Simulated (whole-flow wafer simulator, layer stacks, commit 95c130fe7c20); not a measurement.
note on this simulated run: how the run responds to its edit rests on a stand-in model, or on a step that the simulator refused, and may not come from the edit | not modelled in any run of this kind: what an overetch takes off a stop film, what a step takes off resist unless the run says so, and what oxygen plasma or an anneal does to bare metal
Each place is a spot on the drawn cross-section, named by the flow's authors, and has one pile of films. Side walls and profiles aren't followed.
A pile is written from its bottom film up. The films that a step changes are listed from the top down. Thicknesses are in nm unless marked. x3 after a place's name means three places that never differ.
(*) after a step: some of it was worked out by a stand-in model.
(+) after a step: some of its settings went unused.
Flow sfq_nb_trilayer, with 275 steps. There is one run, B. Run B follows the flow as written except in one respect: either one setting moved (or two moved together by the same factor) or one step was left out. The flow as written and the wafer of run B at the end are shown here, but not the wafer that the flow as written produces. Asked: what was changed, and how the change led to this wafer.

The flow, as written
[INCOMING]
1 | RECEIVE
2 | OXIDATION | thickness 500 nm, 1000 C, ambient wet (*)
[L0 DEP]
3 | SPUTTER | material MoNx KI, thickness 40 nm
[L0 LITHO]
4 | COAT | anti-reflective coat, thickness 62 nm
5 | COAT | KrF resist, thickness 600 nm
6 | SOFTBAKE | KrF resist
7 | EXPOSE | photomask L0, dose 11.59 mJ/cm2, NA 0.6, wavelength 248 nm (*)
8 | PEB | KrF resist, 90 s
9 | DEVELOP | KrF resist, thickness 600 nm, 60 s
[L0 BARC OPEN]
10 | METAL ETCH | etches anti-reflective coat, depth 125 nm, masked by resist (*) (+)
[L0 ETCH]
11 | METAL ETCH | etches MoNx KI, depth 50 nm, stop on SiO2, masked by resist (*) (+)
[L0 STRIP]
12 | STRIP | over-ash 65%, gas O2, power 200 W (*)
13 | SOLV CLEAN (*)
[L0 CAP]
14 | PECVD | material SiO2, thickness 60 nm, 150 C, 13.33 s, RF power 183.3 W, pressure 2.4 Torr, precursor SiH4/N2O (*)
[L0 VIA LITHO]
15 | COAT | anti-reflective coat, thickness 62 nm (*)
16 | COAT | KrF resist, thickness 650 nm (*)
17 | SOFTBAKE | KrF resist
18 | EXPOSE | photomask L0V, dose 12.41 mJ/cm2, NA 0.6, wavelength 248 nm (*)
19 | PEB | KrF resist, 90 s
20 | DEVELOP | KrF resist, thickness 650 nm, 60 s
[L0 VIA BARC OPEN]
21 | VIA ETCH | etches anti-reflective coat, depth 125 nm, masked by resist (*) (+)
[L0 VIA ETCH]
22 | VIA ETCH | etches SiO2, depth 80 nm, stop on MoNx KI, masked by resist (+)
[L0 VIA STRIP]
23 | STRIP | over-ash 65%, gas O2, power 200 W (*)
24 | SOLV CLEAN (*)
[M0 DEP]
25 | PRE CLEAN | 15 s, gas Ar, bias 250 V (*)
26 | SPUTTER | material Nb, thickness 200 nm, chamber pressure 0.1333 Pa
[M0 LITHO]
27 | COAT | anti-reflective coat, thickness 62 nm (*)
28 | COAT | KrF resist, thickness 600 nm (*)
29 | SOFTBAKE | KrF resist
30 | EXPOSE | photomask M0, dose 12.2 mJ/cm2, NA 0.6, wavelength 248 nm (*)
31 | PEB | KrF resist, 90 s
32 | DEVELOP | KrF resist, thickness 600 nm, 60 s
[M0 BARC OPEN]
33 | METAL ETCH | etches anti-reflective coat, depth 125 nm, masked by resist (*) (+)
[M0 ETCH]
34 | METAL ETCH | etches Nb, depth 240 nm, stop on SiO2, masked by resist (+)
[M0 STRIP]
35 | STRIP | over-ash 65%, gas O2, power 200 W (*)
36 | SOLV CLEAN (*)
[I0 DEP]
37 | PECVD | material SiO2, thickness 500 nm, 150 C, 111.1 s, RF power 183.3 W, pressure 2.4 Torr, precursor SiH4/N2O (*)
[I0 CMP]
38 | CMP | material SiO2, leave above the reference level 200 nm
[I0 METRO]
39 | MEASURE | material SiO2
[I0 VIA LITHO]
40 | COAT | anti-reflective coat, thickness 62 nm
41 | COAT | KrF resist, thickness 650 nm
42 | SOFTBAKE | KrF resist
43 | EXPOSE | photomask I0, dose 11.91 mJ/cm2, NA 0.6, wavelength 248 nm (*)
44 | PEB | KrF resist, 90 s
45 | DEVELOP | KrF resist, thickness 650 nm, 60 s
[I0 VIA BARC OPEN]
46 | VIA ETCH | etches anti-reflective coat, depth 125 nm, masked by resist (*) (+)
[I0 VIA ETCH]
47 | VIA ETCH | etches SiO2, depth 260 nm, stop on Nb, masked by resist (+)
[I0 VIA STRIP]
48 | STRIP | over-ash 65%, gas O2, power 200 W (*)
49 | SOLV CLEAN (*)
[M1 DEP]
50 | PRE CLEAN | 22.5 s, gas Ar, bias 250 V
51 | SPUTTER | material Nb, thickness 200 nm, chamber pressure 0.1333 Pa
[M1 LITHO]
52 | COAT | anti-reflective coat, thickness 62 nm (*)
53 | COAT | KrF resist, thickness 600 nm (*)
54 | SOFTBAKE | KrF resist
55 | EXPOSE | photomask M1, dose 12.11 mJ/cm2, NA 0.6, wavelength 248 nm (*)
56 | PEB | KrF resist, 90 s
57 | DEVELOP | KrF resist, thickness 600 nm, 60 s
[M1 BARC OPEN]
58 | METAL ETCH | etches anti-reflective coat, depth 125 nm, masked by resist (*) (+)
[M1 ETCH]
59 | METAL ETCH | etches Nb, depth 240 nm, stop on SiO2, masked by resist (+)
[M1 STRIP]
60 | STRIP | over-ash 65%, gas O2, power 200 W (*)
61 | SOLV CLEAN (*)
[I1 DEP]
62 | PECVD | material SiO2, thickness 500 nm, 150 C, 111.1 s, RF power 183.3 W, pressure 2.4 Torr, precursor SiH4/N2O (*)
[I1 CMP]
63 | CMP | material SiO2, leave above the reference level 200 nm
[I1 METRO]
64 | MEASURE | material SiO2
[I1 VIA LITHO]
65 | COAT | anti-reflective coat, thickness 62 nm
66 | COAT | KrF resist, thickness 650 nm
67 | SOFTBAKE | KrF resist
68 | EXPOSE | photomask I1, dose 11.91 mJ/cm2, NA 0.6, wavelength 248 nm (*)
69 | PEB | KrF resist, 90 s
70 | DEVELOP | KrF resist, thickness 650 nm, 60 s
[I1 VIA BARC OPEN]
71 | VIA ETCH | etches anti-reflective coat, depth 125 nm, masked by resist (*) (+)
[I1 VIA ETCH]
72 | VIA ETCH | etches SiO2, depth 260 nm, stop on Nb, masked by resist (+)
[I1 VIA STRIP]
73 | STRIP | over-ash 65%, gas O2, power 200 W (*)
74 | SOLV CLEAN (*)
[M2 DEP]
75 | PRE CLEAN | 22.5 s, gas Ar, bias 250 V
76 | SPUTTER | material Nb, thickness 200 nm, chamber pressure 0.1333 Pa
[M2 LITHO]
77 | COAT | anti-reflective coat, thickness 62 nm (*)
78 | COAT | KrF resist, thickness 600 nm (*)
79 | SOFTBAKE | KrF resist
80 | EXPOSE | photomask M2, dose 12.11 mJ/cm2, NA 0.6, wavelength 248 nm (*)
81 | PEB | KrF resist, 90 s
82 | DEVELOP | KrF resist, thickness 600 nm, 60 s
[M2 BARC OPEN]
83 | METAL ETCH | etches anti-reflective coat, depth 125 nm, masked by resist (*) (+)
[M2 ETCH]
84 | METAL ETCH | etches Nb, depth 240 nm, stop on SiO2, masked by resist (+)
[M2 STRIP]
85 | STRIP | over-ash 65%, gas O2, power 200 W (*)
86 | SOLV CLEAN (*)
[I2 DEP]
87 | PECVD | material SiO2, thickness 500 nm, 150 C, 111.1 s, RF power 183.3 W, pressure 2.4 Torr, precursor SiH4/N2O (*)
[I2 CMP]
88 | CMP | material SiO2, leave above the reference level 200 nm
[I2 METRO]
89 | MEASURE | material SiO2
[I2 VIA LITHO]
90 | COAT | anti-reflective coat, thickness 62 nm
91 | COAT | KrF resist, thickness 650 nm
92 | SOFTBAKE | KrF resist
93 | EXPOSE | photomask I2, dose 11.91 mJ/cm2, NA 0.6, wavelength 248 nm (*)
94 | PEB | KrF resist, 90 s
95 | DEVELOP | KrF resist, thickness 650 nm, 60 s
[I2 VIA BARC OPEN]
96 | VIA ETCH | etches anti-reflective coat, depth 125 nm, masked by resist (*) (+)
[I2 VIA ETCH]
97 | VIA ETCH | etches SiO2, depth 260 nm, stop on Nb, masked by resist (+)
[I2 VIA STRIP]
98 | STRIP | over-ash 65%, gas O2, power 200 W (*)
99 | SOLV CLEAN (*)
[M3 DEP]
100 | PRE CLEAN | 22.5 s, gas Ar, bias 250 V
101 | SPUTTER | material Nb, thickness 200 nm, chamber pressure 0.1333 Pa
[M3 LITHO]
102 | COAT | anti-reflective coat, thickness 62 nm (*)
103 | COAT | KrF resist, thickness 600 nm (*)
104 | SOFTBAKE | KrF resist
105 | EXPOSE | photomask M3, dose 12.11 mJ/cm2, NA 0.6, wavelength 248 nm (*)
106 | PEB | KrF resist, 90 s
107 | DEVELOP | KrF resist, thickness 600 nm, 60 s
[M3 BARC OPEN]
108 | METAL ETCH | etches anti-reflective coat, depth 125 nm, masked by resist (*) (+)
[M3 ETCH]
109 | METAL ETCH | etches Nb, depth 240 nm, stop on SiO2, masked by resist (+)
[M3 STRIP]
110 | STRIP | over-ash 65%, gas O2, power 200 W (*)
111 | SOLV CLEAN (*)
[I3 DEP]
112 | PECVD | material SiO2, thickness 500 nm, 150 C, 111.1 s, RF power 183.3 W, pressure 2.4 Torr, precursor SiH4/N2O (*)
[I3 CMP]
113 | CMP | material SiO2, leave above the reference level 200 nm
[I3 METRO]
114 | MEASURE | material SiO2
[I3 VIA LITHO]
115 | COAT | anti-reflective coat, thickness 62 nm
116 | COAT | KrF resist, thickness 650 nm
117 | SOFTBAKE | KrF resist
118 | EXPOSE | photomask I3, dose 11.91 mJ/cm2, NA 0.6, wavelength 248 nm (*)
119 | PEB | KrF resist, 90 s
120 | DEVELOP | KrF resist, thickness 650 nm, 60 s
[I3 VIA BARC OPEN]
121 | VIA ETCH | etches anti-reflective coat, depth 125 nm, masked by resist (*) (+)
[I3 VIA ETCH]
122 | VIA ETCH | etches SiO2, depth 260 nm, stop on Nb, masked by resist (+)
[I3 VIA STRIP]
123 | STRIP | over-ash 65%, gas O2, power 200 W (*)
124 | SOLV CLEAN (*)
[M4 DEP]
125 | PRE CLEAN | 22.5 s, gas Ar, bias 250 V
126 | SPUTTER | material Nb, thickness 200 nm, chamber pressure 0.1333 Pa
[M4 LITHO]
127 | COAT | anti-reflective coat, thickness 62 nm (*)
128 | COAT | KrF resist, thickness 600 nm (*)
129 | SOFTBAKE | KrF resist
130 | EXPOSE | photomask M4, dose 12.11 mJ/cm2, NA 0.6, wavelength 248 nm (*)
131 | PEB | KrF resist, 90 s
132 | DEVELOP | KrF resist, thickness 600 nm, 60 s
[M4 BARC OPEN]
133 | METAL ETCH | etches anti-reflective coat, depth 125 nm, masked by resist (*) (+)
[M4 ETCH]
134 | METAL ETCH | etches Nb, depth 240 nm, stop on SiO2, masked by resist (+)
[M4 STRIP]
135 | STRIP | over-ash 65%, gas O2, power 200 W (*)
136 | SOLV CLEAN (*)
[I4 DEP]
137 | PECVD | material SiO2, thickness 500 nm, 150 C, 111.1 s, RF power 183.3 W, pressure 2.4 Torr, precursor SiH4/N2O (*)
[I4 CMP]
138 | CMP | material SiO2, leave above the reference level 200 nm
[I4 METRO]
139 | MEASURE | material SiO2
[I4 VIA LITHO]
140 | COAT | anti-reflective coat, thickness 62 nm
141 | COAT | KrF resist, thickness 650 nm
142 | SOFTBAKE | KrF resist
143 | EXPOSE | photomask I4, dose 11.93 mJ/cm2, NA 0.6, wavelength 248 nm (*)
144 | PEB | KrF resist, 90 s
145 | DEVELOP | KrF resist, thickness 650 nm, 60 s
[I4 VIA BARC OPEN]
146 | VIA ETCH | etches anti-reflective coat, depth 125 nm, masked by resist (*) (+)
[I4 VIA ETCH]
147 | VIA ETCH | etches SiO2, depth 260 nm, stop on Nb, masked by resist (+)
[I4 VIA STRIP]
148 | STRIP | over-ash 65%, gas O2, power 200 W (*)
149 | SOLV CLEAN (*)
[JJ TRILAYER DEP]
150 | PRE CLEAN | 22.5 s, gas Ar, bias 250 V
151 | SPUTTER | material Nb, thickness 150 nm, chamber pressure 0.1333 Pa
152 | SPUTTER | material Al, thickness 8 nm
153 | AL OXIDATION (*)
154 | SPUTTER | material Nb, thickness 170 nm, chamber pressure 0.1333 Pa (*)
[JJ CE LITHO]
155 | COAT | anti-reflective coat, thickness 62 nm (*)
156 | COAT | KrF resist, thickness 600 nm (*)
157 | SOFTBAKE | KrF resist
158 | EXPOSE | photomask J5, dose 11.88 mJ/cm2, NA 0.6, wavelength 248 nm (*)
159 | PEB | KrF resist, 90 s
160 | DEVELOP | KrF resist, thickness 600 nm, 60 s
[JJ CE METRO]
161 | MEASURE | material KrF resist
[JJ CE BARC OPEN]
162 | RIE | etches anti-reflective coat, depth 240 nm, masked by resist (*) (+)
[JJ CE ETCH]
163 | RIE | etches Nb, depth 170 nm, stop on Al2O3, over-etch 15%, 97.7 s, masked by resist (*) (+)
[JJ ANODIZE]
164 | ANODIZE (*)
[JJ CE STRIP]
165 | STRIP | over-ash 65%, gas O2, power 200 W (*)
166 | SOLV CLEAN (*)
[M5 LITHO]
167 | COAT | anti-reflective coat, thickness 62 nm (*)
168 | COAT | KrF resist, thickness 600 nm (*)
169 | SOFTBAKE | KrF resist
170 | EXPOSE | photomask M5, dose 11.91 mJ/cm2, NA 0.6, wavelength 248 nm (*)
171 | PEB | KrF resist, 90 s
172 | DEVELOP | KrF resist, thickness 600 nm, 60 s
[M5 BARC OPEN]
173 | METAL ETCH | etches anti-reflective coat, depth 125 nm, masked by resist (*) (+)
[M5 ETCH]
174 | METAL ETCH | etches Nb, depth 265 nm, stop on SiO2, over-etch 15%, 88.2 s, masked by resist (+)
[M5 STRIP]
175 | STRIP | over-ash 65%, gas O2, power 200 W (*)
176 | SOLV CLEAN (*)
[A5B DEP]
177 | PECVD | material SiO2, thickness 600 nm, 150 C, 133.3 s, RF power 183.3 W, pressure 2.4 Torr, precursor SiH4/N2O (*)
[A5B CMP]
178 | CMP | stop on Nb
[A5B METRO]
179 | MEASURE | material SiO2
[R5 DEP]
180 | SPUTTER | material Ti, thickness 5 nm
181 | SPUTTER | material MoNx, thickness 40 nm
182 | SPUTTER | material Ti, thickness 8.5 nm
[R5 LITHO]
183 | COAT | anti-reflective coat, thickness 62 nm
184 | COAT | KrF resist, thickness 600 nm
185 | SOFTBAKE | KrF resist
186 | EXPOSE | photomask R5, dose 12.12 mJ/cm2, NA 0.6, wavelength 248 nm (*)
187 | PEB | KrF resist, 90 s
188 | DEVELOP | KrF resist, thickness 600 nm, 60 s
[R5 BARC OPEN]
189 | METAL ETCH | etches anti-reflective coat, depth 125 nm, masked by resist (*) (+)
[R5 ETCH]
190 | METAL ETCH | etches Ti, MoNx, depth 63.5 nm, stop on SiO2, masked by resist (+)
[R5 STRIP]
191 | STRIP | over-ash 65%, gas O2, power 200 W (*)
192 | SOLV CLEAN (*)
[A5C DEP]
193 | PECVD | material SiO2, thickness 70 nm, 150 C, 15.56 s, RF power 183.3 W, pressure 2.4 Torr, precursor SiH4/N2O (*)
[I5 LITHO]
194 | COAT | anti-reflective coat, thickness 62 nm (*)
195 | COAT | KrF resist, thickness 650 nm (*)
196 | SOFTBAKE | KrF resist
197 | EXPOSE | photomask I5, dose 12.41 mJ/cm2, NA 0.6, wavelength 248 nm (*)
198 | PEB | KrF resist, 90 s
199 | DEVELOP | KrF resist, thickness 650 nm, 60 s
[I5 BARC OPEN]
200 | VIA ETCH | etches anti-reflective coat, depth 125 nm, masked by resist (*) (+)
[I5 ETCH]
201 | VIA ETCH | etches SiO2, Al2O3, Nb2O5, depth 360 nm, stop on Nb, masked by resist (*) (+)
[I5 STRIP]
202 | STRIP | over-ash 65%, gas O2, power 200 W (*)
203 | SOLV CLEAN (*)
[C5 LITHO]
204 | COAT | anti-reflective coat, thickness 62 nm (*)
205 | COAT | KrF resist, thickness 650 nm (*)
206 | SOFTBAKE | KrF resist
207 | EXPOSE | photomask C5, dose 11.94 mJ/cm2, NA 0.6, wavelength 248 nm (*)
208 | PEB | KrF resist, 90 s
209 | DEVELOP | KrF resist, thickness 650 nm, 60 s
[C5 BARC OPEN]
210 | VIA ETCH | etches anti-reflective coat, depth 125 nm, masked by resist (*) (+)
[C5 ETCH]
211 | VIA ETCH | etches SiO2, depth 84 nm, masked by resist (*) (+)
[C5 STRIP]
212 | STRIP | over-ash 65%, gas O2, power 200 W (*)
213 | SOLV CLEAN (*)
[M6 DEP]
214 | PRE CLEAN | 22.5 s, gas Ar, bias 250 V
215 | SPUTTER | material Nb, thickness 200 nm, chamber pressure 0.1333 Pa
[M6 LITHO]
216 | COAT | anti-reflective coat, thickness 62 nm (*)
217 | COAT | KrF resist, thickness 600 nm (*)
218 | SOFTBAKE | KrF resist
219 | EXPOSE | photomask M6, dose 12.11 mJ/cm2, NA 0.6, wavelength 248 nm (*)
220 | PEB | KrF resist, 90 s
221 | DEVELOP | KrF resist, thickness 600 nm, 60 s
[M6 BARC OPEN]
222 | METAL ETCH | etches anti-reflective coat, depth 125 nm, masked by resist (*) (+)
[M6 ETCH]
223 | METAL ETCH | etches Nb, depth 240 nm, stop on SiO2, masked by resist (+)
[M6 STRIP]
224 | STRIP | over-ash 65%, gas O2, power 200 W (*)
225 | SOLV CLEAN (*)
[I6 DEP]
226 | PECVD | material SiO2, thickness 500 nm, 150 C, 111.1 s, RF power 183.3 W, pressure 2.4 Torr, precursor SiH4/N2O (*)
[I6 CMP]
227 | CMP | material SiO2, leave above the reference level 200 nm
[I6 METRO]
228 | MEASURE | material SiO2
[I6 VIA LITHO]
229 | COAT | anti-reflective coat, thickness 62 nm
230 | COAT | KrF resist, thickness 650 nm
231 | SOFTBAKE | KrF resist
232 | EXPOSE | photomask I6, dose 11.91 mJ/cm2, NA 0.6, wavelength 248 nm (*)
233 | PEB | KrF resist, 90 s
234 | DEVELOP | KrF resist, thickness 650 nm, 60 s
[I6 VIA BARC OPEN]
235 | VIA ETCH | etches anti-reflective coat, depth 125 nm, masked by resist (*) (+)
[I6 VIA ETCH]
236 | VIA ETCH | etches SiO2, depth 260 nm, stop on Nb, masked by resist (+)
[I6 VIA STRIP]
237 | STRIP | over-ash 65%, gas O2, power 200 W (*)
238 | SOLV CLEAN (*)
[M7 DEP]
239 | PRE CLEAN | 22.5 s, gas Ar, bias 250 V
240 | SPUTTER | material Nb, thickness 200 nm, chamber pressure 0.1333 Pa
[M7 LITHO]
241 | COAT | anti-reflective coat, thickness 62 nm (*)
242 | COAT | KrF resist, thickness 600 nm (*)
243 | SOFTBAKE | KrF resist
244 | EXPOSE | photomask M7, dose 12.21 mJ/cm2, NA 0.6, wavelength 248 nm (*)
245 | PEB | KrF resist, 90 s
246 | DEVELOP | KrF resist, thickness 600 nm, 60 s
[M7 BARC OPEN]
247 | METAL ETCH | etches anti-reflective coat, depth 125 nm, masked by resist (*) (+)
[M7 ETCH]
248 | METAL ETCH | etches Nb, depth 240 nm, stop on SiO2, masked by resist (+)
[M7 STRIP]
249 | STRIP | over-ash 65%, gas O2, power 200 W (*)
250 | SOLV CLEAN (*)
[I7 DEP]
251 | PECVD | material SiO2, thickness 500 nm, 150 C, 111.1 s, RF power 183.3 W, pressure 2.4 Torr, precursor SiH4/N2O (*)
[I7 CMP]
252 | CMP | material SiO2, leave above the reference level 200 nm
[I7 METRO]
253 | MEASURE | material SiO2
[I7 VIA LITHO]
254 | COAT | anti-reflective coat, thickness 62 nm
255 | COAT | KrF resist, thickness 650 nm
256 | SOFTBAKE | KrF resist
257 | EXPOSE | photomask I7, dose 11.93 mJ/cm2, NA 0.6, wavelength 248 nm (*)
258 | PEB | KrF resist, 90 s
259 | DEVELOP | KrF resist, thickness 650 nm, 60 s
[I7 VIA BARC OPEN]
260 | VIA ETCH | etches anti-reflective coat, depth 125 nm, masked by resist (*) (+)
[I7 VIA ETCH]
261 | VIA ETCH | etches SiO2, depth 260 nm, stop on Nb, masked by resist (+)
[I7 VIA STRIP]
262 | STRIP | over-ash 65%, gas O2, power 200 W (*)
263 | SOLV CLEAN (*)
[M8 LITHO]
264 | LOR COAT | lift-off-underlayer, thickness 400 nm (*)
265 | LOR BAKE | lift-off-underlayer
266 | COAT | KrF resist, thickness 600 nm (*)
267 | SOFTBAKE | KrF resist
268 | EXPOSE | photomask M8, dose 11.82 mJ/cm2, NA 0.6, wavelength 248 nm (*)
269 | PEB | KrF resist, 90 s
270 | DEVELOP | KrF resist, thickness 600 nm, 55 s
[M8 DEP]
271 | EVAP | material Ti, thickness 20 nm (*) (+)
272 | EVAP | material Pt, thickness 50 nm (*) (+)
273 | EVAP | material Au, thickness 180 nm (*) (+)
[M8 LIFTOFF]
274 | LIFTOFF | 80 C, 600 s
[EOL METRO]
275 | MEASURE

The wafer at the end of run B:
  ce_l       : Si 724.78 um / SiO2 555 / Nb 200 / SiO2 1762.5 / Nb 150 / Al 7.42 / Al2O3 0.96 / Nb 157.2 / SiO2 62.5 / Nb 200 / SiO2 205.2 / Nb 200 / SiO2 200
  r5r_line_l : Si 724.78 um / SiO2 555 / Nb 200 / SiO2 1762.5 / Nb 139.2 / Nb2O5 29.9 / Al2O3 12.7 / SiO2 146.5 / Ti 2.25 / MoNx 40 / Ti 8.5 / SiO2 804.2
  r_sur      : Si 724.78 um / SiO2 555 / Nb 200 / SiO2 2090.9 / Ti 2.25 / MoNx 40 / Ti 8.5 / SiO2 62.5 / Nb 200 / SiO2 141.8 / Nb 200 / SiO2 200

Cause: step 180, SPUTTER: thickness 2.25 nm was run, though the flow has thickness 5 nm.
One can read it off the wafer: r5r_line_l has Ti 2.25, and step 180 as written asks for 5 nm.

Step by step, how the change led to this:
  180 | SPUTTER | material Ti, thickness 5 nm
      field_l, v_sur, via_wl and 103 more: +2.25 Ti (new film) (in the flow as written it would be: +5 Ti (new film))
  190 | METAL ETCH | etches Ti, MoNx, depth 63.5 nm, stop on SiO2, masked by resist (+)
      field_l, v_sur, via_wl and 92 more: -8.5 Ti (all of it), -40 MoNx (all of it), -2.25 Ti (all of it) (in the flow as written it would be: -8.5 Ti (all of it), -40 MoNx (all of it), -5 Ti (all of it))
      ce_l, c5j, ce_r, wl_jj: -8.5 Ti (all of it), -40 MoNx (all of it), -2.25 Ti (all of it), -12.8 Nb (in the flow as written it would be: -8.5 Ti (all of it), -40 MoNx (all of it), -5 Ti (all of it), -10 Nb)
